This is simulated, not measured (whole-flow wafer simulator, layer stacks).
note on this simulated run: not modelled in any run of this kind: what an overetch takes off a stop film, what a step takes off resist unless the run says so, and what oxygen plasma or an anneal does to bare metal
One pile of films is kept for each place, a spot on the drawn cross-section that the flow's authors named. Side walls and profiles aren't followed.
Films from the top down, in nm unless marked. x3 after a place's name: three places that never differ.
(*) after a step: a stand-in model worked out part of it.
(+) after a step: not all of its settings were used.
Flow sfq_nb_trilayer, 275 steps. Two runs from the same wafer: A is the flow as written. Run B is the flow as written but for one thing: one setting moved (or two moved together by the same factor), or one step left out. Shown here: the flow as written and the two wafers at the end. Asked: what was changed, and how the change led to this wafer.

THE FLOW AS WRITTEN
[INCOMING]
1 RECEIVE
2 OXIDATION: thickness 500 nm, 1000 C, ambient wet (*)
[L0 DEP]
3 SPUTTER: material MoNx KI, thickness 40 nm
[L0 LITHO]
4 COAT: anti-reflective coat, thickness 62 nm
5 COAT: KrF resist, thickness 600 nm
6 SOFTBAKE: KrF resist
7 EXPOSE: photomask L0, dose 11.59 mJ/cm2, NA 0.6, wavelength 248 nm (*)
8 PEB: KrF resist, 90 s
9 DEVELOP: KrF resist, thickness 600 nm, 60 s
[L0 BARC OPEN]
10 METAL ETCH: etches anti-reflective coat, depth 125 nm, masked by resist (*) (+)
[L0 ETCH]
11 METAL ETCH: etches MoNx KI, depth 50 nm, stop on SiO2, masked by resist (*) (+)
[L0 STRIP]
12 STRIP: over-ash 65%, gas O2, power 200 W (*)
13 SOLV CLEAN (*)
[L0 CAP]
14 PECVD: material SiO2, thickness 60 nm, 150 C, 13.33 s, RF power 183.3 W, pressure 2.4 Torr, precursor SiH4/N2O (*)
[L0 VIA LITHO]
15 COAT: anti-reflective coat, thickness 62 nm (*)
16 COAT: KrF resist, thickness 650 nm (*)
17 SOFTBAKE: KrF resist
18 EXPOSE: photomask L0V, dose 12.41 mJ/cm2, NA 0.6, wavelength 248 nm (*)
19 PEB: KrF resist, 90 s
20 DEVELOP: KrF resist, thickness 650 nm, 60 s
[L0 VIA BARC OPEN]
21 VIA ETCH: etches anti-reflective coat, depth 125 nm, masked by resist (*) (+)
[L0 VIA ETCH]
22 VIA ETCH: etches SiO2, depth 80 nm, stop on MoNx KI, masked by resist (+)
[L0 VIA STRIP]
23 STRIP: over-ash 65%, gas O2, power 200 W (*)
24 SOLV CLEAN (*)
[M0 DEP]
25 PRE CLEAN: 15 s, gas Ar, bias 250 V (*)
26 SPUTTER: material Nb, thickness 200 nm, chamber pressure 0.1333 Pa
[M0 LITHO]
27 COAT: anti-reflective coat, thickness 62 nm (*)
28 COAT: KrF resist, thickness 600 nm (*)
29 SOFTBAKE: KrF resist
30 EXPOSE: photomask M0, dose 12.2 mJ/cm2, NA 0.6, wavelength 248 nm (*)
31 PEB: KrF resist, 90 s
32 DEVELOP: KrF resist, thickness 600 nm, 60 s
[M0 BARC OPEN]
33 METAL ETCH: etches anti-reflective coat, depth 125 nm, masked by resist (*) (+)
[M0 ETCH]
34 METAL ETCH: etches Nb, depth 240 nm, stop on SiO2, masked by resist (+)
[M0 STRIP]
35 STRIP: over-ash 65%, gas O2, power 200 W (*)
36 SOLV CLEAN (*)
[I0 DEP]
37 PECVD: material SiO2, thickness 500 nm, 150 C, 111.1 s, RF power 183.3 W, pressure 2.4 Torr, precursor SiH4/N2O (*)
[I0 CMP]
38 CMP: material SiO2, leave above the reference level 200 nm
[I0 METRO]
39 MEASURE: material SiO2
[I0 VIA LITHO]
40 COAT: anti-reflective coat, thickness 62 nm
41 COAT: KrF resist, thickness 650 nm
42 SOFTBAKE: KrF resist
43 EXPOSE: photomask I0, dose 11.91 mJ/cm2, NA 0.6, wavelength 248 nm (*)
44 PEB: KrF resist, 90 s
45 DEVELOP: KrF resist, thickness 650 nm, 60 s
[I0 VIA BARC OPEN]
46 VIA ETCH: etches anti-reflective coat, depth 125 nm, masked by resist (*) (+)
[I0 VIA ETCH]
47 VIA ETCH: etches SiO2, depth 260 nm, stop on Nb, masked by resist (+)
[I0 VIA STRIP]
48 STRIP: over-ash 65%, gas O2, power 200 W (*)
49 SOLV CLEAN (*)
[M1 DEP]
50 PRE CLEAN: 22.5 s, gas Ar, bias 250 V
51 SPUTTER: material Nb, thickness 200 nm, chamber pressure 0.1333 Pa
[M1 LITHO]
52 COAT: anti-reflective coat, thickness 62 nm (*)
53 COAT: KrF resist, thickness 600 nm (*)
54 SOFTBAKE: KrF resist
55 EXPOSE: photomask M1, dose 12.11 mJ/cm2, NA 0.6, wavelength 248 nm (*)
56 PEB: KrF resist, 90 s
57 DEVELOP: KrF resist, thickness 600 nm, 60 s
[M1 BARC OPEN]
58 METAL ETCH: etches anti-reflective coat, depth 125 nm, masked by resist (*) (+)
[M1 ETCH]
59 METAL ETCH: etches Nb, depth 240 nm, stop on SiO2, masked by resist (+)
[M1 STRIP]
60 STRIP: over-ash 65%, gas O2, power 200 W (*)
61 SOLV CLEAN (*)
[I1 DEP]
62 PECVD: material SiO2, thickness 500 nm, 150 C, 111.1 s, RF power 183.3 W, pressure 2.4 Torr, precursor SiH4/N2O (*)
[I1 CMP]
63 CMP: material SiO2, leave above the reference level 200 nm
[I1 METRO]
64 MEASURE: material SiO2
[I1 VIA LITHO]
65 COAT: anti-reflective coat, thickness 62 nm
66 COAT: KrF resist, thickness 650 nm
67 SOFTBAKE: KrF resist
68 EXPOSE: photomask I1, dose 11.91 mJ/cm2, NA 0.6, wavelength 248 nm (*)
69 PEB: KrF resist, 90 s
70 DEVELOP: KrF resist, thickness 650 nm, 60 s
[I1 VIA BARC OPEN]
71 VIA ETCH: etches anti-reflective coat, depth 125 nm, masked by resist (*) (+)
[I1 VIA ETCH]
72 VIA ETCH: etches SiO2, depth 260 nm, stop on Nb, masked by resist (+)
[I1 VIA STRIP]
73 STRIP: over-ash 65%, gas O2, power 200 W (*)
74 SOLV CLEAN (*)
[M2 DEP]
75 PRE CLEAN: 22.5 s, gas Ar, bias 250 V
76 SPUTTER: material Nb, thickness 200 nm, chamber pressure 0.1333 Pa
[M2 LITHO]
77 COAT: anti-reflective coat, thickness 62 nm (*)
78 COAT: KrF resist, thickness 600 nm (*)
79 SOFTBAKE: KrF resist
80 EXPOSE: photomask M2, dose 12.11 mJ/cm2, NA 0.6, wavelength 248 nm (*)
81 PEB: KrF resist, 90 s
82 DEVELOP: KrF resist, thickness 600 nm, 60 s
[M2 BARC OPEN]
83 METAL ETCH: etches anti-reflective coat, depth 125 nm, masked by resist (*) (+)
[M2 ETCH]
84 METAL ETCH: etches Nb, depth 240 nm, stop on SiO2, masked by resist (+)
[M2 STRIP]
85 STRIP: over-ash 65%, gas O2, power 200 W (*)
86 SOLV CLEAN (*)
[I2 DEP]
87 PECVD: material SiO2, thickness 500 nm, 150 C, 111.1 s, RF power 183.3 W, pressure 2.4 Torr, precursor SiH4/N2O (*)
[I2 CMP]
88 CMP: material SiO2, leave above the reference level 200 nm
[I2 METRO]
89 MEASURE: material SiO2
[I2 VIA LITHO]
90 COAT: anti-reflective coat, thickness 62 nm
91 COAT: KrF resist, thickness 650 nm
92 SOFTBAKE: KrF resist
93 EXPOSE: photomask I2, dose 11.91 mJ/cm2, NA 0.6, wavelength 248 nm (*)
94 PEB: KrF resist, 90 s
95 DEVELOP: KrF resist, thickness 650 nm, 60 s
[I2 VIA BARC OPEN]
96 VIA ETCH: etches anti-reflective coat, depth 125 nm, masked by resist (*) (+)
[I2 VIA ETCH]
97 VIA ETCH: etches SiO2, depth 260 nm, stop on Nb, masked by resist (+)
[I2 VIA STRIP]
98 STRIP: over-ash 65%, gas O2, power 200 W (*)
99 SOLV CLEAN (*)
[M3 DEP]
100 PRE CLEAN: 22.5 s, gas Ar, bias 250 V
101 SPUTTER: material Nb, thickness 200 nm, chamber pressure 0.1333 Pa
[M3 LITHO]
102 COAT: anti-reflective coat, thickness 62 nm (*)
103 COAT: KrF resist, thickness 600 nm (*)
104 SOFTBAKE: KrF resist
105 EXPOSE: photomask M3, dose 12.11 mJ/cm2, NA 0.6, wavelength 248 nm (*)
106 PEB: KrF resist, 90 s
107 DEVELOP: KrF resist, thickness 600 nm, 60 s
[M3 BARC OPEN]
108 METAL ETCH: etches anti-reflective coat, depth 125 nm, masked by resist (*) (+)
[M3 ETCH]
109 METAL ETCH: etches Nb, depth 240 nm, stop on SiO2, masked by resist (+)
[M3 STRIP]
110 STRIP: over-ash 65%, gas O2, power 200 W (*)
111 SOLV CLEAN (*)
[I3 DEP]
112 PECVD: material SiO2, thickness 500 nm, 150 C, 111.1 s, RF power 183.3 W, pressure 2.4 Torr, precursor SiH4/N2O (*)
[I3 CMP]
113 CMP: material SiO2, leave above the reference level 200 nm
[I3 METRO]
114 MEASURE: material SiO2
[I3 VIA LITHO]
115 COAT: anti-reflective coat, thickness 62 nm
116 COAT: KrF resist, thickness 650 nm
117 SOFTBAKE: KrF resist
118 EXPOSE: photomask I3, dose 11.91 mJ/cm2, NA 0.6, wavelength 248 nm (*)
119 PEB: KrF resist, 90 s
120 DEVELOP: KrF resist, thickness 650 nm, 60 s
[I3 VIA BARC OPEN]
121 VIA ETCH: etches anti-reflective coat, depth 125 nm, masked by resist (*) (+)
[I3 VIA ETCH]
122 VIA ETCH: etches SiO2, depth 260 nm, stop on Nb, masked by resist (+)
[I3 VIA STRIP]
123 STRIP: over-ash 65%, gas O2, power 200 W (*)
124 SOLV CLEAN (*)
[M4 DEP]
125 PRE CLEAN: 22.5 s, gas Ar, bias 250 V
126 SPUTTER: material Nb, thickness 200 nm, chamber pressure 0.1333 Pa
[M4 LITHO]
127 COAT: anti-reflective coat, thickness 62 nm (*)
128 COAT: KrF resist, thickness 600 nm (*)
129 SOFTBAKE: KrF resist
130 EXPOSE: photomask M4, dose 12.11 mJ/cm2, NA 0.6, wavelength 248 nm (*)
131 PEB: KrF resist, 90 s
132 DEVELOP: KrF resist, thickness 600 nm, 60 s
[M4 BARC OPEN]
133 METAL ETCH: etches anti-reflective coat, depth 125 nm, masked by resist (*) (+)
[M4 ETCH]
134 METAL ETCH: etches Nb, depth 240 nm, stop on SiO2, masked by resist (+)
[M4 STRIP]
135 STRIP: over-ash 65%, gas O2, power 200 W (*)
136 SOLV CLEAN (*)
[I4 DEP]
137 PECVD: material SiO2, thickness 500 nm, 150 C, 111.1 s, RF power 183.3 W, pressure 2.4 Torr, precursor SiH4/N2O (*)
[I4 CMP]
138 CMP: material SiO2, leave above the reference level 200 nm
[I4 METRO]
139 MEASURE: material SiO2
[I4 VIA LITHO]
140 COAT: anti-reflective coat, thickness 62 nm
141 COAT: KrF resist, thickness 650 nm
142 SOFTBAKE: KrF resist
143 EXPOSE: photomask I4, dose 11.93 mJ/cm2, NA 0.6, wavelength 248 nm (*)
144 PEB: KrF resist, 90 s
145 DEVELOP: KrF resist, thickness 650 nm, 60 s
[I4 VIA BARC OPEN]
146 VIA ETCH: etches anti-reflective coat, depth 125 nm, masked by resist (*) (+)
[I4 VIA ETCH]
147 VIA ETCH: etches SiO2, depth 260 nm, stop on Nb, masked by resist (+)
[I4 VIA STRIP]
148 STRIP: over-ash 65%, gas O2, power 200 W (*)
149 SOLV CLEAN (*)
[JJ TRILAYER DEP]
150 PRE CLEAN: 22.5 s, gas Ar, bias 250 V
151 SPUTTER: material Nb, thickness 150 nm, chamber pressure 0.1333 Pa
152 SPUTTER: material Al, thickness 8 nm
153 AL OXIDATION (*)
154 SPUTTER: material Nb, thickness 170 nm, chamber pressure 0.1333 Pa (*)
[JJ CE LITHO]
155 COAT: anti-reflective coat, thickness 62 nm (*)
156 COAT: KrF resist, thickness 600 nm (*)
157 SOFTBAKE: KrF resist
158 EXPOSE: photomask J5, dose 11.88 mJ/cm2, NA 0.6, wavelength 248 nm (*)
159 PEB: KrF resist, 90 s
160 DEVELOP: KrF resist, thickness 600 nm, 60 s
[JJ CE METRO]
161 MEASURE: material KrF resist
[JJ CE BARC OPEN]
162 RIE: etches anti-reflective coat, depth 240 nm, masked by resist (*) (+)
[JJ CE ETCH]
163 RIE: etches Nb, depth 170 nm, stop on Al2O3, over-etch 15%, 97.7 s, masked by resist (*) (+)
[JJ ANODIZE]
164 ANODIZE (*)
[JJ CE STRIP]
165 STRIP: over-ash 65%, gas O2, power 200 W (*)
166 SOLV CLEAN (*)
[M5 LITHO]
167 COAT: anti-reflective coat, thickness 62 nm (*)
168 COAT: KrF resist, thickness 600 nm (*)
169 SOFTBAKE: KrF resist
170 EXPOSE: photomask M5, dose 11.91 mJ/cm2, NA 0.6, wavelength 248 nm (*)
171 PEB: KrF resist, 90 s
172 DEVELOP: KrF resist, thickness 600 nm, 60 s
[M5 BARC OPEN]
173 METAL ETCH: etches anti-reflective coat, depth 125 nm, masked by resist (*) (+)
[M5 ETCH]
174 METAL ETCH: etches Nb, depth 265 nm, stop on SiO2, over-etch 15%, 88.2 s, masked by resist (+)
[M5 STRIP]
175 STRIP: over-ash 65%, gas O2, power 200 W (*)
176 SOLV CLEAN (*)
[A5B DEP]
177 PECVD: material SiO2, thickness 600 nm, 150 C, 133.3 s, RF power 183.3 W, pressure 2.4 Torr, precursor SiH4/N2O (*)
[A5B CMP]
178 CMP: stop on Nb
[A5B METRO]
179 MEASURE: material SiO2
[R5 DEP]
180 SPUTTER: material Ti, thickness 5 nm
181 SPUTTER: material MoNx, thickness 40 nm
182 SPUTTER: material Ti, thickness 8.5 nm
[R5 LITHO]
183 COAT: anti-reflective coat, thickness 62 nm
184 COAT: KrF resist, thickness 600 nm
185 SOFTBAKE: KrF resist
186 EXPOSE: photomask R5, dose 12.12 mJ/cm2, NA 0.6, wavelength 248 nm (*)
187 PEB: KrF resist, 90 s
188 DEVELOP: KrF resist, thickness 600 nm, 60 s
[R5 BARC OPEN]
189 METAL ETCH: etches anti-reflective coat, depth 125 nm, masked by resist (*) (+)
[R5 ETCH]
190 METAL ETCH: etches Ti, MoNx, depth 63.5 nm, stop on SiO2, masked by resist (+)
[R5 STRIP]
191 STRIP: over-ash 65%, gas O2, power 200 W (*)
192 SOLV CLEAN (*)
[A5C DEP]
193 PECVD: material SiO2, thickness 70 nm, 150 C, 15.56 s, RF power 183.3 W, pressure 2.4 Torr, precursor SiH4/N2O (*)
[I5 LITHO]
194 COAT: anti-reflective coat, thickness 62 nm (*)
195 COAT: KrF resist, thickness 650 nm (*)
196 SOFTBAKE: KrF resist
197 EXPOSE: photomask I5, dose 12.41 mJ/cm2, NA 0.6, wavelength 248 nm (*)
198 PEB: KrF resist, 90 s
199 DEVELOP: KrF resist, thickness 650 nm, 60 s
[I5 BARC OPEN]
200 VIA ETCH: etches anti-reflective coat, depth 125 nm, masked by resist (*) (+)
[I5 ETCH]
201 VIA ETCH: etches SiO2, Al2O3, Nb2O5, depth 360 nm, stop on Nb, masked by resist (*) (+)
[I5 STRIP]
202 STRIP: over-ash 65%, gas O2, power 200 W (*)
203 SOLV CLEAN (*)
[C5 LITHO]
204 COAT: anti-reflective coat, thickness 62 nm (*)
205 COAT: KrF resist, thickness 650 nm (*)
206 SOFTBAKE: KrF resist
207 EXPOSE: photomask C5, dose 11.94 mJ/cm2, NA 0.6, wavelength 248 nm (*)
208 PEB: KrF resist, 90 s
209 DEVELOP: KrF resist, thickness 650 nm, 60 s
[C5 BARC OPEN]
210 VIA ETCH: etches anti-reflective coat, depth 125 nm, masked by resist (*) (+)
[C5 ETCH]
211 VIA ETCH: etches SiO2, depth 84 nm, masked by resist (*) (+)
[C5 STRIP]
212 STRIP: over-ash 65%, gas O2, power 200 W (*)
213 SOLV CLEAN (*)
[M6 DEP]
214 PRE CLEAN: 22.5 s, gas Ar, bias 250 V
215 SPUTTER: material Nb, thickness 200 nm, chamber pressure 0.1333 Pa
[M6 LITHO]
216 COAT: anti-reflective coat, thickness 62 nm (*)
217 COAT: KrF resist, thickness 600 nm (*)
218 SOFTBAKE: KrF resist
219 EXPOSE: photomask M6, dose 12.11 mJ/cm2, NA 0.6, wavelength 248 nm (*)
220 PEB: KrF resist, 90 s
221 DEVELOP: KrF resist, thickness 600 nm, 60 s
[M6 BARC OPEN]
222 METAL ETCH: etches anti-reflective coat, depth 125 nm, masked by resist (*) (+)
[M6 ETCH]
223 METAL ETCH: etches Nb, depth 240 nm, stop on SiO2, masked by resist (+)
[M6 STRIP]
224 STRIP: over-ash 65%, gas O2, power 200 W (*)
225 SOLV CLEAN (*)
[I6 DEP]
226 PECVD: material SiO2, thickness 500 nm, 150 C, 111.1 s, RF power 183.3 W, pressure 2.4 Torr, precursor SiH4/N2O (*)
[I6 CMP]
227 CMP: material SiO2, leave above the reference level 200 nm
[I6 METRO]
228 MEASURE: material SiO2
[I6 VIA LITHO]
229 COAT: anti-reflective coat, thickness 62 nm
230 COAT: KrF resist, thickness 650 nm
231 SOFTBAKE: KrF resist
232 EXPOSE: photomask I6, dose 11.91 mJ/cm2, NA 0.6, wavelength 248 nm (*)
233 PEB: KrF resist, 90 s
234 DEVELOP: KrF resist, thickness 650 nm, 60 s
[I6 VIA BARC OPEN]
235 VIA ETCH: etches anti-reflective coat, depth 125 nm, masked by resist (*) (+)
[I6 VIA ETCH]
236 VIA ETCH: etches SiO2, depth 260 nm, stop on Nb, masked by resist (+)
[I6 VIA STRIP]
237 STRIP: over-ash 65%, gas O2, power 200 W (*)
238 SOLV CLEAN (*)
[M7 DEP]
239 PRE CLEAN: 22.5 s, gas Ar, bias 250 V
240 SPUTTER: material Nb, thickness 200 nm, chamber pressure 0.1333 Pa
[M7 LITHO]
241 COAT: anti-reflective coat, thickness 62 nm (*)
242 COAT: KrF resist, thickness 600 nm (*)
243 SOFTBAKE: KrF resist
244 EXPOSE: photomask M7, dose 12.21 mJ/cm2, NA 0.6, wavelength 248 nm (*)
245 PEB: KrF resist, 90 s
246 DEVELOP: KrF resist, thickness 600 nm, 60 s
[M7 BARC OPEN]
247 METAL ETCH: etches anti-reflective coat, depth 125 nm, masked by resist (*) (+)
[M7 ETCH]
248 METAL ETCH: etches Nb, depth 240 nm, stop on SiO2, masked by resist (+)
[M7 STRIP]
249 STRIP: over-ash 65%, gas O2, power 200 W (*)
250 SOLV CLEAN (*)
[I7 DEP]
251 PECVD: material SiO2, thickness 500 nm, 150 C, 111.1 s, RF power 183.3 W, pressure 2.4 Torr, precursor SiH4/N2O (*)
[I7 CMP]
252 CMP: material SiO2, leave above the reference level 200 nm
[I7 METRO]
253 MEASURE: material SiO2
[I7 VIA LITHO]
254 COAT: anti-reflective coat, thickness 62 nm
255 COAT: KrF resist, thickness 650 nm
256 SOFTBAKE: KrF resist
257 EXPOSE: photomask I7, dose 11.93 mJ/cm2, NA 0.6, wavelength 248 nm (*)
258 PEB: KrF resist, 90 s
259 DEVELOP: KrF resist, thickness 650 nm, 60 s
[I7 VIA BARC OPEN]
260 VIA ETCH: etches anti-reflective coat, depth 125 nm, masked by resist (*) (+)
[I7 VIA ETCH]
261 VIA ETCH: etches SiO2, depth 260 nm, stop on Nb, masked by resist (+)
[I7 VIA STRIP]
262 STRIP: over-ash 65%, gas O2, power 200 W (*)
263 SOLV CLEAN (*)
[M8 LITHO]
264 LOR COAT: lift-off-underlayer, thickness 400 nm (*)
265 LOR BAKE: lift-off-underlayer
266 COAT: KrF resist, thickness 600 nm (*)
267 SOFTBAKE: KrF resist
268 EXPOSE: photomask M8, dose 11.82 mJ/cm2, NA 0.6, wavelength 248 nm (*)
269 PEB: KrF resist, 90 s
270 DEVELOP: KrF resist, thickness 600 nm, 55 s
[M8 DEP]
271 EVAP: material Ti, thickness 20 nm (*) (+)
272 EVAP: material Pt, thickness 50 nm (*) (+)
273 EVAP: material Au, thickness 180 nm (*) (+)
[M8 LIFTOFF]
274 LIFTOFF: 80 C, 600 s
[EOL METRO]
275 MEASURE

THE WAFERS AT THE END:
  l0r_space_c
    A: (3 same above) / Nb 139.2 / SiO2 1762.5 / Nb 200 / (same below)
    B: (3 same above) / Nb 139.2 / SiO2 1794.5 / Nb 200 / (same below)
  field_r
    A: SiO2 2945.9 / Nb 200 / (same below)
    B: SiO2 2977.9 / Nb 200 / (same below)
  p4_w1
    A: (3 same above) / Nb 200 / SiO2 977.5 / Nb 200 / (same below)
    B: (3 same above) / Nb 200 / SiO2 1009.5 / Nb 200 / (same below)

The cause: step 63, CMP: leave above the reference level 232 nm was run, where the flow has leave above the reference level 200 nm.

How the change led to this, step by step:
  63 CMP: material SiO2, leave above the reference level 200 nm
      field_l, be, be_sur and 72 more: A SiO2 -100 | B SiO2 -68
      v_sur, via_wl, via_wr and 20 more: A SiO2 -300 | B SiO2 -268
      (and at 8 more places)
  72 VIA ETCH: etches SiO2, depth 260 nm, stop on Nb, masked by resist (+)
      via_v: A SiO2 -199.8 (all of it) | B SiO2 -231.8 (all of it)
  76 SPUTTER: material Nb, thickness 200 nm, chamber pressure 0.1333 Pa
      via_v: A Nb +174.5 | B Nb +168.6
  77 COAT: anti-reflective coat, thickness 62 nm (*)
      via_v: A anti-reflective coat +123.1 (new film) | B anti-reflective coat +130 (new film)
  78 COAT: KrF resist, thickness 600 nm (*)
      via_v: A KrF resist +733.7 (new film) | B KrF resist +759.6 (new film)
  85 STRIP: over-ash 65%, gas O2, power 200 W (*)
      via_v: A KrF resist -515.8 (all of it), anti-reflective coat -123.1 (all of it) | B KrF resist -541.5 (all of it), anti-reflective coat -130 (all of it)
  87 PECVD: material SiO2, thickness 500 nm, 150 C, 111.1 s, RF power 183.3 W, pressure 2.4 Torr, precursor SiH4/N2O (*)
      via_v: A SiO2 +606 (new film) | B SiO2 +644 (new film)
